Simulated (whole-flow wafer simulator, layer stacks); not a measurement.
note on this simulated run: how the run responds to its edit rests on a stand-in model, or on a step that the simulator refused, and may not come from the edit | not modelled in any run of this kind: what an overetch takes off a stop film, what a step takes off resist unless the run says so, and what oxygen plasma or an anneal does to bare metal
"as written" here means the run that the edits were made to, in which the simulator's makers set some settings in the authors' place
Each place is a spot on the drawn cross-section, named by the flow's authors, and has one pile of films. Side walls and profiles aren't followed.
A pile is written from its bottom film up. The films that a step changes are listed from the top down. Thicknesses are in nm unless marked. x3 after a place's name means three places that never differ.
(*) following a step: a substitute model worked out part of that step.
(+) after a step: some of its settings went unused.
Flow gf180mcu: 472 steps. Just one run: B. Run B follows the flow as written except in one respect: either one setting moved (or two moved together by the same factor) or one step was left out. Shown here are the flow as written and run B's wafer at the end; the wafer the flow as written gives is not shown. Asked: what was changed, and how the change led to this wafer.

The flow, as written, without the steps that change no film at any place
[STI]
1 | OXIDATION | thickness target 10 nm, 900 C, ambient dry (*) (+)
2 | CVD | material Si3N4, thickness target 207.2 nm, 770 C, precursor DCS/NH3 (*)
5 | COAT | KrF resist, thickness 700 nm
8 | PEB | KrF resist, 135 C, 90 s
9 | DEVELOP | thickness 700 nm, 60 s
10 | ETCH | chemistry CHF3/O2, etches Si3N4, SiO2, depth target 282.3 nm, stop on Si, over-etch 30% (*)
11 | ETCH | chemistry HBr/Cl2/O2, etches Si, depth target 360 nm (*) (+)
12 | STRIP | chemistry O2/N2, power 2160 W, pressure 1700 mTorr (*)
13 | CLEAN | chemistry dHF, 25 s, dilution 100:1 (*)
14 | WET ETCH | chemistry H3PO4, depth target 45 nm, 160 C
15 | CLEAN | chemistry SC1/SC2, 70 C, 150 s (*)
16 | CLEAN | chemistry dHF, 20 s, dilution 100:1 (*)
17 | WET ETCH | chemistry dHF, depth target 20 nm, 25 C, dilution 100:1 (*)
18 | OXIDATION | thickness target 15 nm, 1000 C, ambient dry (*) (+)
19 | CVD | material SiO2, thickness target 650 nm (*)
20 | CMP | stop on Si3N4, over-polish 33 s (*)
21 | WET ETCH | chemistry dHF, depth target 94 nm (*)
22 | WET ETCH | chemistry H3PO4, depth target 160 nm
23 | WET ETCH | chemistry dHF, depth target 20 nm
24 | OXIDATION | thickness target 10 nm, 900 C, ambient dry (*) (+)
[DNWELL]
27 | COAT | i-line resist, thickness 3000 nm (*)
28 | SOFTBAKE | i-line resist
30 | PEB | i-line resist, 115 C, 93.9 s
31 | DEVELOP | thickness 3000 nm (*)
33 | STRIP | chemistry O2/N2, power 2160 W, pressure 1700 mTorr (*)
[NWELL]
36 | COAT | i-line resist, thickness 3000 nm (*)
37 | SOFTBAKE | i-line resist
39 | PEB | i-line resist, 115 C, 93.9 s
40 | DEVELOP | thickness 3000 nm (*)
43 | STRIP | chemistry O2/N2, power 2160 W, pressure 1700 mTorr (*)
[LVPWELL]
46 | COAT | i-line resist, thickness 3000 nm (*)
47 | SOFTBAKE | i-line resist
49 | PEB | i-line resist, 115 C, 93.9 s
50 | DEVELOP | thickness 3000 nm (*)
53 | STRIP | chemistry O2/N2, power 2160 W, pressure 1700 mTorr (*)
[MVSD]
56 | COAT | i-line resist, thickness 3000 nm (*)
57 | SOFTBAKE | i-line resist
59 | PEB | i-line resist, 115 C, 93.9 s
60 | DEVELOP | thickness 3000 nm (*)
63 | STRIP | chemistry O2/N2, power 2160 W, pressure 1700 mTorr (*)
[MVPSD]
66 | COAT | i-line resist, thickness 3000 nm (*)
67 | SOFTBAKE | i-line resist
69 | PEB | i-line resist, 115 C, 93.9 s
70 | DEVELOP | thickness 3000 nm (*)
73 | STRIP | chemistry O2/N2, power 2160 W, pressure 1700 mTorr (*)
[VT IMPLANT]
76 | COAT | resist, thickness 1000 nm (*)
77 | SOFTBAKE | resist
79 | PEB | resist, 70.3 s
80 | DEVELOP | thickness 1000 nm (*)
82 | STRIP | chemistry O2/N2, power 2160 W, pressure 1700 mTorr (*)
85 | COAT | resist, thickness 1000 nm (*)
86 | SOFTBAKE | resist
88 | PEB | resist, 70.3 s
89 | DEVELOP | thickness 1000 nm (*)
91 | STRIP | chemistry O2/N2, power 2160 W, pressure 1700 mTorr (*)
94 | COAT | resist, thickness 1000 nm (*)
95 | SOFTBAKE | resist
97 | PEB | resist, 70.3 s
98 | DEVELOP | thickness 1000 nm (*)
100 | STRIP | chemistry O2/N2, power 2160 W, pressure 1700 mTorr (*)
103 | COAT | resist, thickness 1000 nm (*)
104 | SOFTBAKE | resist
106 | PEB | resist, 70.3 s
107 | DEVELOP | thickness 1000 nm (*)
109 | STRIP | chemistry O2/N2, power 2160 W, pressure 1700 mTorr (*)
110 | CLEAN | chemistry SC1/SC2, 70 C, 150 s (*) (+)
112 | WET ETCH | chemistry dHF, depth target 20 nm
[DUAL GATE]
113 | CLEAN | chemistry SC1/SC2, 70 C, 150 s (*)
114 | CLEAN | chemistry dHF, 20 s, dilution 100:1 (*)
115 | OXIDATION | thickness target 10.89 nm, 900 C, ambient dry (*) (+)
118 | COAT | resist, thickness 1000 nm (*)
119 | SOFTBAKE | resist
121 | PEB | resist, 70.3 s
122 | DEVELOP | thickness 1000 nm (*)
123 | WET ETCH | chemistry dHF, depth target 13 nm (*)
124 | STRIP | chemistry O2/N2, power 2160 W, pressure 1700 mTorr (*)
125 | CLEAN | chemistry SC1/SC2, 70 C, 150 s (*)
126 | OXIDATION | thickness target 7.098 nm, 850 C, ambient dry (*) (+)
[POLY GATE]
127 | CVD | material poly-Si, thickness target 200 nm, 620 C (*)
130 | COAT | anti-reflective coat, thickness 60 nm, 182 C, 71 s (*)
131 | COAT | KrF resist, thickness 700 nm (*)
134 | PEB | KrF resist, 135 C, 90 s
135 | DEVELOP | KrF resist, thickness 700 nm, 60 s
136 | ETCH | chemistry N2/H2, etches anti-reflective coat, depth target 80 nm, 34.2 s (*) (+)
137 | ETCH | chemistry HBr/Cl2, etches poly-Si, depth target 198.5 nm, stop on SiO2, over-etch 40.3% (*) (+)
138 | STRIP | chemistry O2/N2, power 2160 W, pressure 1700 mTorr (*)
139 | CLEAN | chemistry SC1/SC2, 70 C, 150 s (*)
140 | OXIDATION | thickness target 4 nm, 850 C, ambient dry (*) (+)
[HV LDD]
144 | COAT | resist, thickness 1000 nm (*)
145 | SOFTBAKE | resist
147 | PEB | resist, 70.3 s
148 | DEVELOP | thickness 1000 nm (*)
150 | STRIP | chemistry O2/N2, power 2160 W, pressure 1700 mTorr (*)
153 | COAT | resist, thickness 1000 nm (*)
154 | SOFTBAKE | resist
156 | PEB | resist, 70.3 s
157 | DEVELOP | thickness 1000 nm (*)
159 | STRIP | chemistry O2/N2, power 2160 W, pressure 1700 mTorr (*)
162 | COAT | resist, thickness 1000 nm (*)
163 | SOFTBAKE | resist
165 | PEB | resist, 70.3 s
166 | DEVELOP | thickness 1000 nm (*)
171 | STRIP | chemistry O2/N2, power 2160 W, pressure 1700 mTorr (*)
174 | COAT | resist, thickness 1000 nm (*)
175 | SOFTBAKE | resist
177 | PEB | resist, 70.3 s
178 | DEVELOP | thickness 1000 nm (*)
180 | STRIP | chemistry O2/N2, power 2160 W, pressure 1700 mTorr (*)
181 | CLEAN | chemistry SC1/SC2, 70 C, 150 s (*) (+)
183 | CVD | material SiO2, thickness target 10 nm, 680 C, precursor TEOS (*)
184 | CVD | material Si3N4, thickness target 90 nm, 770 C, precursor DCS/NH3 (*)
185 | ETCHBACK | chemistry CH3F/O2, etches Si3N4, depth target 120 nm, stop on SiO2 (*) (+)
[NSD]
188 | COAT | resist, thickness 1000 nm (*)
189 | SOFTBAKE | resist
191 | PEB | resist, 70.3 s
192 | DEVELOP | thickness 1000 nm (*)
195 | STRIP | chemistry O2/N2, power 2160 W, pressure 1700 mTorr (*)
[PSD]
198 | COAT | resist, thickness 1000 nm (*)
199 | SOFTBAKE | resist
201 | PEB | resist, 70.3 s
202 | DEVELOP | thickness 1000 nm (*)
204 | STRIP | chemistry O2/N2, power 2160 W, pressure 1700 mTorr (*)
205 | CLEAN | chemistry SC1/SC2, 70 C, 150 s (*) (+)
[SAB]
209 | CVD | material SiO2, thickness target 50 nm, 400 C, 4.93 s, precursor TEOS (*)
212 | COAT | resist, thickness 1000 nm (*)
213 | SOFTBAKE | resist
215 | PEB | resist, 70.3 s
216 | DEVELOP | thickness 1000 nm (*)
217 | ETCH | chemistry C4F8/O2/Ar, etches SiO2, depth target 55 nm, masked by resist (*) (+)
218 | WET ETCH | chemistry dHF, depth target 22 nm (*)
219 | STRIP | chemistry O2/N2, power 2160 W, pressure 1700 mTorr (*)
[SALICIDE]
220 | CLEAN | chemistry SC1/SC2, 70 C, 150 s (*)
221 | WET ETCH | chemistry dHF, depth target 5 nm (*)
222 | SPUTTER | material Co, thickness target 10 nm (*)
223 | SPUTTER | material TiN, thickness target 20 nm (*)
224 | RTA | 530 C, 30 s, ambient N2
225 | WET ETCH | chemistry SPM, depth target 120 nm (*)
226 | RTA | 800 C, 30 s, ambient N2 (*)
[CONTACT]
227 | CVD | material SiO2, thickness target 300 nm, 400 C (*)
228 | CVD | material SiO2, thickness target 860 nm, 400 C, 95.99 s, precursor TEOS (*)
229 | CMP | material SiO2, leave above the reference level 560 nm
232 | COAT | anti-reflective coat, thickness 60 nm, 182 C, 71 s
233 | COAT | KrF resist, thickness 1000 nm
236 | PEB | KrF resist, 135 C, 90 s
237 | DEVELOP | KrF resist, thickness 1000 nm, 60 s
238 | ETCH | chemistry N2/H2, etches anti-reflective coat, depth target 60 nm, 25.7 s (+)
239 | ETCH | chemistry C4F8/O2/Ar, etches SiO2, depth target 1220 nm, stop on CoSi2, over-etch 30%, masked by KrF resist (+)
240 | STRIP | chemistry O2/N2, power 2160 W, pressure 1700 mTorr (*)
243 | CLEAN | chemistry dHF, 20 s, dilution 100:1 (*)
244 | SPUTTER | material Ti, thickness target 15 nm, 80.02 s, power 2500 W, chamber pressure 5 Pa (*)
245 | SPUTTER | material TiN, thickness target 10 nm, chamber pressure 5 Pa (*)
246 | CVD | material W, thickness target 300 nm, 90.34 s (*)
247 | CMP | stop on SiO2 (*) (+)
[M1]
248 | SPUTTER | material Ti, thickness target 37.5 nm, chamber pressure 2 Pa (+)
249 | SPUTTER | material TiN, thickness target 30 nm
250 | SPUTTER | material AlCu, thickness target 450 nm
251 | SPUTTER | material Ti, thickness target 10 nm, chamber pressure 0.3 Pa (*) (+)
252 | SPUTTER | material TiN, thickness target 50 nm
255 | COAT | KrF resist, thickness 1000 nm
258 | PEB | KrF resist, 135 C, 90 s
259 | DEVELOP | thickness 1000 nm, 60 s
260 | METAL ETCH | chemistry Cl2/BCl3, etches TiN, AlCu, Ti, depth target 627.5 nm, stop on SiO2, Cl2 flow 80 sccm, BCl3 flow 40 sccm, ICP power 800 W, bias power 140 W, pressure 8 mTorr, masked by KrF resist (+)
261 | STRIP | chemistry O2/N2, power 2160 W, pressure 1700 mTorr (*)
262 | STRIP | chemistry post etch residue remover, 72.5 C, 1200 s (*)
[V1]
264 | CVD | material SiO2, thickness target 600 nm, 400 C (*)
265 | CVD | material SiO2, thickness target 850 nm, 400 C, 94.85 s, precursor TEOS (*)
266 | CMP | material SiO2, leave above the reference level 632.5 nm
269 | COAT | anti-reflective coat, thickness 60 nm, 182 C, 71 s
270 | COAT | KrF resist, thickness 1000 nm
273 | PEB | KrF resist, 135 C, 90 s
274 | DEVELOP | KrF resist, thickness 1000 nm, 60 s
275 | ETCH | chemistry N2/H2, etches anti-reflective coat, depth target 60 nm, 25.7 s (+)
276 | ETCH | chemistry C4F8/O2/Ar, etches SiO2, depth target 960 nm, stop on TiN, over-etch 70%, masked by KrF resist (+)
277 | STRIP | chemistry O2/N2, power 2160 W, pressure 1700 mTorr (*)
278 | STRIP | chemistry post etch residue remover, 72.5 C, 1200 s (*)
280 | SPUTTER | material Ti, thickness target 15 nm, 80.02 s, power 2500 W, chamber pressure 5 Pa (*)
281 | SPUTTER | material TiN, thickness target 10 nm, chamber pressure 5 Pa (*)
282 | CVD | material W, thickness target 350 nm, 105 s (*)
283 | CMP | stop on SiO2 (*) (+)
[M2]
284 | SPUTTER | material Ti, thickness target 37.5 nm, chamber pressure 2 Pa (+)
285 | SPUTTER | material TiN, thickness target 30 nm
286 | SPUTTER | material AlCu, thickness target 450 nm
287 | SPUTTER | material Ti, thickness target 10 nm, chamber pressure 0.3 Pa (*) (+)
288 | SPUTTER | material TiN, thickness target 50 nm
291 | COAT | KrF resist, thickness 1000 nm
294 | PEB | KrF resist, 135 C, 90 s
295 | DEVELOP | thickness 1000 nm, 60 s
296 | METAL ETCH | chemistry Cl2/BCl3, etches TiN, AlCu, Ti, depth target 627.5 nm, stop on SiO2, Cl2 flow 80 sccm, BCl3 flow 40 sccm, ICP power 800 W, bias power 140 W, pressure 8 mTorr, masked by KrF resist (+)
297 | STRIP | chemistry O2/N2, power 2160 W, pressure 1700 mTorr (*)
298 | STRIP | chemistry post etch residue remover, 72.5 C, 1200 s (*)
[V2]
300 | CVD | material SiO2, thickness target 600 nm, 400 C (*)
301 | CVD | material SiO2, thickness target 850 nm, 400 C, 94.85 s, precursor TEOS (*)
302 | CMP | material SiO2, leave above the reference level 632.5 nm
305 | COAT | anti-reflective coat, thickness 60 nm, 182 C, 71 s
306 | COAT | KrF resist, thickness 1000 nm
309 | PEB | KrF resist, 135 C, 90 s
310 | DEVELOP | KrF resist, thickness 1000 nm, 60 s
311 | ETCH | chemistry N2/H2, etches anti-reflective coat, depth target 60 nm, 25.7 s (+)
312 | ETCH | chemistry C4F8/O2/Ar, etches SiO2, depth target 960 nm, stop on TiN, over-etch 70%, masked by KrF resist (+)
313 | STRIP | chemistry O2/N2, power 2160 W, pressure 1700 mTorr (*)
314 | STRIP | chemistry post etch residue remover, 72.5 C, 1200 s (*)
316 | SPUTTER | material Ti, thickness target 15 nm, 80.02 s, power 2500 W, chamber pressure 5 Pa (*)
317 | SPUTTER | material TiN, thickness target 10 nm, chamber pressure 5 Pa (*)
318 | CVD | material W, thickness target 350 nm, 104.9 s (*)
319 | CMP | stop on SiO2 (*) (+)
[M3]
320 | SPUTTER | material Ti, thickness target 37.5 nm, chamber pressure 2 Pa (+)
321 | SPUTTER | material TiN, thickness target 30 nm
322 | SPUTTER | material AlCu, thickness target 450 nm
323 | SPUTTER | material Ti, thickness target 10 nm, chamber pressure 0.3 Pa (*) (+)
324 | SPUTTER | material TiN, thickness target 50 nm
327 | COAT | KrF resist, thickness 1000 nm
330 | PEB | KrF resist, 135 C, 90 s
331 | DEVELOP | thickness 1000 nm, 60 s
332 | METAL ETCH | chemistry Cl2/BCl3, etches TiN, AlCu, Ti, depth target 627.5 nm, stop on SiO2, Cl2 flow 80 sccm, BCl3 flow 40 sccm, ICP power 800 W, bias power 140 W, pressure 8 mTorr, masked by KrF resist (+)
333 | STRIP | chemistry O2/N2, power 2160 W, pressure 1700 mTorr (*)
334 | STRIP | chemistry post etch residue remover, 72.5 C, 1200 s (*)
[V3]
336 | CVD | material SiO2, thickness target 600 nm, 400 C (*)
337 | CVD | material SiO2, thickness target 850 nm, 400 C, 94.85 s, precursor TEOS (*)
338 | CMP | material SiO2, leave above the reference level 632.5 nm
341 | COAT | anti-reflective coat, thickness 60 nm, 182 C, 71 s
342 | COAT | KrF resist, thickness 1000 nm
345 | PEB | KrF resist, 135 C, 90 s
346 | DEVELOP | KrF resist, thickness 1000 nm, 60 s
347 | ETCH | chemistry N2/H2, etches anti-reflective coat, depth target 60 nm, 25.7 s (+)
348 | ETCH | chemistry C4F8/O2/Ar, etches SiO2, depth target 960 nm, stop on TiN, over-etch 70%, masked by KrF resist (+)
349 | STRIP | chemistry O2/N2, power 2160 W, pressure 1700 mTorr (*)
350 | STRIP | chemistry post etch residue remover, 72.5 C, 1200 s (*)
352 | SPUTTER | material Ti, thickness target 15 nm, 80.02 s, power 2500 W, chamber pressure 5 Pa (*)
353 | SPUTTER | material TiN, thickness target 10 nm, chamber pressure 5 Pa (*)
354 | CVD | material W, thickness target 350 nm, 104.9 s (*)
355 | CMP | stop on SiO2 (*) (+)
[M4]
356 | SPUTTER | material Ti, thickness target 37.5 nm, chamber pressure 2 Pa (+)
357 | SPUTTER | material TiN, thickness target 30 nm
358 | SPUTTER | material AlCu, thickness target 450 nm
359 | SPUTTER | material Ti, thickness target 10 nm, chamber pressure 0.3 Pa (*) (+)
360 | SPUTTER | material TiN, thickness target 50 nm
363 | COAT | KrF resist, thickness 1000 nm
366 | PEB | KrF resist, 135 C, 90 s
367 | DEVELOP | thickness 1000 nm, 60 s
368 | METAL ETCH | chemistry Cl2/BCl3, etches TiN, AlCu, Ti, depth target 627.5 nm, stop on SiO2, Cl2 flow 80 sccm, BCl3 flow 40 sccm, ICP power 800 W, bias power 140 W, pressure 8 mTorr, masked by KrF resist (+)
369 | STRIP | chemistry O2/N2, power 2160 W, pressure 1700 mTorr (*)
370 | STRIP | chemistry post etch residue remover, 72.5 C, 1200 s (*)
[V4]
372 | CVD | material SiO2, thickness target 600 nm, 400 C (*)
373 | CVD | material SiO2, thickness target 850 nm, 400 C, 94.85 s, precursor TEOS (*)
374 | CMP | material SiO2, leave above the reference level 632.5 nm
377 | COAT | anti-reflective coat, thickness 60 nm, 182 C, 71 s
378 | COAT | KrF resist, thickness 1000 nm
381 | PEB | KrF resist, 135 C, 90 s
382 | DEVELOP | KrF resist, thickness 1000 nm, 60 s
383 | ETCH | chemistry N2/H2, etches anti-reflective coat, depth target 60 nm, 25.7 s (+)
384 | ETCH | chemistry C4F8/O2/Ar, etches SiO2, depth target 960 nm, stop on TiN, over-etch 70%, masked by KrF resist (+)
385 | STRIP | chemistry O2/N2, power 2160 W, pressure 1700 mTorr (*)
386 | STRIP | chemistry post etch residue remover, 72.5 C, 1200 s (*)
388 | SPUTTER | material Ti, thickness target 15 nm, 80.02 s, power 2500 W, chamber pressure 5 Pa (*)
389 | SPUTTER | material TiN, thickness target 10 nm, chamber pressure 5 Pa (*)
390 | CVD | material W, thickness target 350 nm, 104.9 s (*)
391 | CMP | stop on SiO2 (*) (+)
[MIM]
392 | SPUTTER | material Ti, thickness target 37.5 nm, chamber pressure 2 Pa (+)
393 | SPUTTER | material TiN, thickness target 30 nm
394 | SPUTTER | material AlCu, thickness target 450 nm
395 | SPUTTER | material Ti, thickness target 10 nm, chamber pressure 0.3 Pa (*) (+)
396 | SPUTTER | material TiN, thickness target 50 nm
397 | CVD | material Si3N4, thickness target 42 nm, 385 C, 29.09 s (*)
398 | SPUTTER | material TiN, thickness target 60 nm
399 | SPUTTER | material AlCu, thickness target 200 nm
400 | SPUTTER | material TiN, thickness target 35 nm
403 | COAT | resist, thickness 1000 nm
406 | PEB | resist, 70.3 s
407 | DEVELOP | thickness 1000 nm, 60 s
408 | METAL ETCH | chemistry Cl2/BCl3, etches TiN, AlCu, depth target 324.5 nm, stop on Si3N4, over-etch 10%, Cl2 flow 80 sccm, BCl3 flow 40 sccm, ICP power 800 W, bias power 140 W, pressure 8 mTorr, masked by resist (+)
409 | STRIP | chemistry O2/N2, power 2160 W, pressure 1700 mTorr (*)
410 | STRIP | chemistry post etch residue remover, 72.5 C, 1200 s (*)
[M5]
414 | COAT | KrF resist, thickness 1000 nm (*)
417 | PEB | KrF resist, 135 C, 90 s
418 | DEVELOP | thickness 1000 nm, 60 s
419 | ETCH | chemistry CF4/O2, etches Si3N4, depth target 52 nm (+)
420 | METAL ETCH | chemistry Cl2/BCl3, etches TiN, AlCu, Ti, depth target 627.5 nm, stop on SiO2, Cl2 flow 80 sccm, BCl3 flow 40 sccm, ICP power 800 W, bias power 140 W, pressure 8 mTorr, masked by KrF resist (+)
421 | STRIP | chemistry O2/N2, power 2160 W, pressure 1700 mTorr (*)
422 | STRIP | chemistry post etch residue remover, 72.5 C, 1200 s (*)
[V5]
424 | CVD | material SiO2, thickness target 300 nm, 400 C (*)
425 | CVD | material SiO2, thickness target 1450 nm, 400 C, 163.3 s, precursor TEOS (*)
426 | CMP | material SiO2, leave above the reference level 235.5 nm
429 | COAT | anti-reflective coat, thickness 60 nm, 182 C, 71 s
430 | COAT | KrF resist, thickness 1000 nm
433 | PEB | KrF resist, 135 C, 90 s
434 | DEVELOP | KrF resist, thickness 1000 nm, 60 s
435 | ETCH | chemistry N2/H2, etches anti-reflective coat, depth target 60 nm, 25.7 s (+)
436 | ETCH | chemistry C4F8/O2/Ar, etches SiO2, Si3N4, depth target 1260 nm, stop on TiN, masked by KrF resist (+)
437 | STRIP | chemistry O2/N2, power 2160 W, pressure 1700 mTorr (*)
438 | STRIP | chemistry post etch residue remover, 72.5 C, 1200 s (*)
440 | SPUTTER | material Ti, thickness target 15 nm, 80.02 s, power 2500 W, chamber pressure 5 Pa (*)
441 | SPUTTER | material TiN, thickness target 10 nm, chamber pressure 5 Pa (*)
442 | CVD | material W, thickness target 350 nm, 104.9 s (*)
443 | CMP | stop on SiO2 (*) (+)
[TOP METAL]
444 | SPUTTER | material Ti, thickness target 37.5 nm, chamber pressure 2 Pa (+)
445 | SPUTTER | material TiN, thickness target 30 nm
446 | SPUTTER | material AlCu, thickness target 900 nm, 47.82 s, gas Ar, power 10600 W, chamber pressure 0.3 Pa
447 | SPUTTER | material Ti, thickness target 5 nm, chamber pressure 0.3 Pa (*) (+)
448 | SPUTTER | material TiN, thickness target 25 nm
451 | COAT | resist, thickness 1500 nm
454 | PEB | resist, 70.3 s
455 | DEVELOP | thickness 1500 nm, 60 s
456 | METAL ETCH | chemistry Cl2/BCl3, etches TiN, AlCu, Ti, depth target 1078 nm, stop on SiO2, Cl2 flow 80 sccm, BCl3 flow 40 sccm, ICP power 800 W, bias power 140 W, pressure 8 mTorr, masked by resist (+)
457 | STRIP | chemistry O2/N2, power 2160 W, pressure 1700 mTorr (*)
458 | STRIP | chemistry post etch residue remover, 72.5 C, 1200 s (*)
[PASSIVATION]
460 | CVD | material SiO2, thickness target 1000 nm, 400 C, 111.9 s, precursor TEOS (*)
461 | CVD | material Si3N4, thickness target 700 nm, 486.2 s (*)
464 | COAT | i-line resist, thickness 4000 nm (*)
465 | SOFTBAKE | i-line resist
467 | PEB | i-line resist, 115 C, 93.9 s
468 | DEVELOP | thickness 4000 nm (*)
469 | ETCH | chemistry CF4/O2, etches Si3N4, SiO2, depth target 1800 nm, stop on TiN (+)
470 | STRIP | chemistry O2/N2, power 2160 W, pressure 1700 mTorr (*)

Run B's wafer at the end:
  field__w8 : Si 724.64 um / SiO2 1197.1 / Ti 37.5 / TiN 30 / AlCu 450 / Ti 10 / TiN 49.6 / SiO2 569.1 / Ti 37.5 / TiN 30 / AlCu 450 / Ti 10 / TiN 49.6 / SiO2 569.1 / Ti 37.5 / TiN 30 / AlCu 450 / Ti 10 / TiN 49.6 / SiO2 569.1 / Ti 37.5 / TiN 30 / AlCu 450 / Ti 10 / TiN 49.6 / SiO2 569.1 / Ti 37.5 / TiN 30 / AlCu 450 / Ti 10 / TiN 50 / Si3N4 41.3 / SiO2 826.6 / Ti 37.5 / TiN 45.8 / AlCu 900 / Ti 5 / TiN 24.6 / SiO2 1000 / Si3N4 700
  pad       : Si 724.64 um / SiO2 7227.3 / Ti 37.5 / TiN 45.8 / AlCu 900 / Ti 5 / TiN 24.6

The reason: step 445, SPUTTER: thickness target 45.8 nm was run, though the flow has thickness target 30 nm.
The wafer itself shows it: field__w8 has TiN 45.8, and step 445 as written asks for 30 nm.

The path from the change to this, step by step:
  445 | SPUTTER | material TiN, thickness target 30 nm
      field, field__w1, field__w2 and 109 more: TiN gains 45.8 (new film) (in the flow as written it would be: TiN gains 30 (new film))
  456 | METAL ETCH | chemistry Cl2/BCl3, etches TiN, AlCu, Ti, depth target 1078 nm, stop on SiO2, Cl2 flow 80 sccm, BCl3 flow 40 sccm, ICP power 800 W, bias power 140 W, pressure 8 mTorr, masked by resist (+)
      field, field__w1, field__w2 and 103 more: TiN loses 25 (all of it), Ti loses 5 (all of it), AlCu loses 900 (all of it), TiN loses 45.8 (all of it), Ti loses 37.5 (all of it) (in the flow as written it would be: TiN loses 25 (all of it), Ti loses 5 (all of it), AlCu loses 900 (all of it), TiN loses 30 (all of it), Ti loses 37.5 (all of it))
  465 | SOFTBAKE | i-line resist
      gate: i-line resist loses 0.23 (in the flow as written it would be: i-line resist gains 1.79)
      ld_acc_p, ld_fp_p, ld_drift_p: i-line resist gains 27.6 (in the flow as written it would be: i-line resist gains 33.8)
      (also at 63 further places)
